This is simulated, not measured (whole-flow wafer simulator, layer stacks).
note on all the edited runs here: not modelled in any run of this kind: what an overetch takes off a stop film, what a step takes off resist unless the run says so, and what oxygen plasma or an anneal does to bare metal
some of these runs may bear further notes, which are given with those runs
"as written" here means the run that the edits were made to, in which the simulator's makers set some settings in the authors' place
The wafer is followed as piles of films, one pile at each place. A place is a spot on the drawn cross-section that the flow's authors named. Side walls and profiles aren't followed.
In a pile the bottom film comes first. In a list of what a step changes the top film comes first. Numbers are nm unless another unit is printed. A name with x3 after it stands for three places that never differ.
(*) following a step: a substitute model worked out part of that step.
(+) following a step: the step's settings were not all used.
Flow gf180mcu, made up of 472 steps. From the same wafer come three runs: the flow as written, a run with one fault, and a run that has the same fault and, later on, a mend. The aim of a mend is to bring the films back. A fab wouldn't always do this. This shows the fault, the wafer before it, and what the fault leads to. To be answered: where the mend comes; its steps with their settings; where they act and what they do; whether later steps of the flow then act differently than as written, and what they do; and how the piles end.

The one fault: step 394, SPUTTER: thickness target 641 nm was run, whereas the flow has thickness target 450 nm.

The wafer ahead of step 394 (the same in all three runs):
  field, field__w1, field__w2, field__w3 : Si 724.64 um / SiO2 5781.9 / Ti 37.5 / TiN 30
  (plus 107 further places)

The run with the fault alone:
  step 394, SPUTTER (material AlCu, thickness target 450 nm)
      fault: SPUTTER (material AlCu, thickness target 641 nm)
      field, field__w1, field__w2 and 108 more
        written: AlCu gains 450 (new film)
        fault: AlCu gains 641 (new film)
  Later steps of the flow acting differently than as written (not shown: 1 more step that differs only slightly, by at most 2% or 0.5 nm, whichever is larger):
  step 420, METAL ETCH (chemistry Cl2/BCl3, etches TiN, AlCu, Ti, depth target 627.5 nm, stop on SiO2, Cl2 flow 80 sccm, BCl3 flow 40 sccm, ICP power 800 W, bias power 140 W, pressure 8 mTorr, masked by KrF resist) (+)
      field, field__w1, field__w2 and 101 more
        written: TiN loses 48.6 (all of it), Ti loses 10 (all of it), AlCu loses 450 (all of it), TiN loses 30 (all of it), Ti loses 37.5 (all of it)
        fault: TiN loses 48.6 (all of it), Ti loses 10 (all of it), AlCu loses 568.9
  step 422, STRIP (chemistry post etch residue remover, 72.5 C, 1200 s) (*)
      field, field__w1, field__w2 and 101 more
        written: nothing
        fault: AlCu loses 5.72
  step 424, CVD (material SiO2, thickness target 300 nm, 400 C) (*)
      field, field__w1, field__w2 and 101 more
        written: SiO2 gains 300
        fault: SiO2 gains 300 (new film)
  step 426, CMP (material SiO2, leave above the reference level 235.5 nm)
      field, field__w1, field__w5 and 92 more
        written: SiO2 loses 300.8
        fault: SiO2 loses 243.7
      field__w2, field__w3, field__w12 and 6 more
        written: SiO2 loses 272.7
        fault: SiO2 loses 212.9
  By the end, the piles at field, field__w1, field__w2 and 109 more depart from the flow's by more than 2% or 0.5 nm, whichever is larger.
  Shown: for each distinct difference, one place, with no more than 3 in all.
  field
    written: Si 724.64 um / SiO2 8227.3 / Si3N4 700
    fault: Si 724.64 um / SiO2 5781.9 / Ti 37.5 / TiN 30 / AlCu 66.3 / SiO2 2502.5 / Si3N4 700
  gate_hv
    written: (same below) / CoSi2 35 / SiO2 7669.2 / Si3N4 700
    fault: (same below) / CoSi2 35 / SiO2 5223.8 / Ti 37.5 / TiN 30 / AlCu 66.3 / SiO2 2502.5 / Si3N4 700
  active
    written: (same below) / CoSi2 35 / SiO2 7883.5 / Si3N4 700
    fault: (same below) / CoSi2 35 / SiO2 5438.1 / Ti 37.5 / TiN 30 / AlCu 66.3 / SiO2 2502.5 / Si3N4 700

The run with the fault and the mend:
  After step 394 comes the mend.
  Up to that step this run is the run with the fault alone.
  step 394a, METAL ETCH (chemistry Cl2/BCl3, etches TiN, AlCu, Ti, depth target 191 nm, Cl2 flow 80 sccm, BCl3 flow 40 sccm, ICP power 800 W, bias power 140 W, pressure 8 mTorr) (a further turn of the flow's step 260, with different settings)
      field, field__w1, field__w2 and 108 more
        AlCu loses 191
  Every later step of the flow that is run acts as written at every place that is followed.
  The piles end the same as the flow's at every place that both follow.
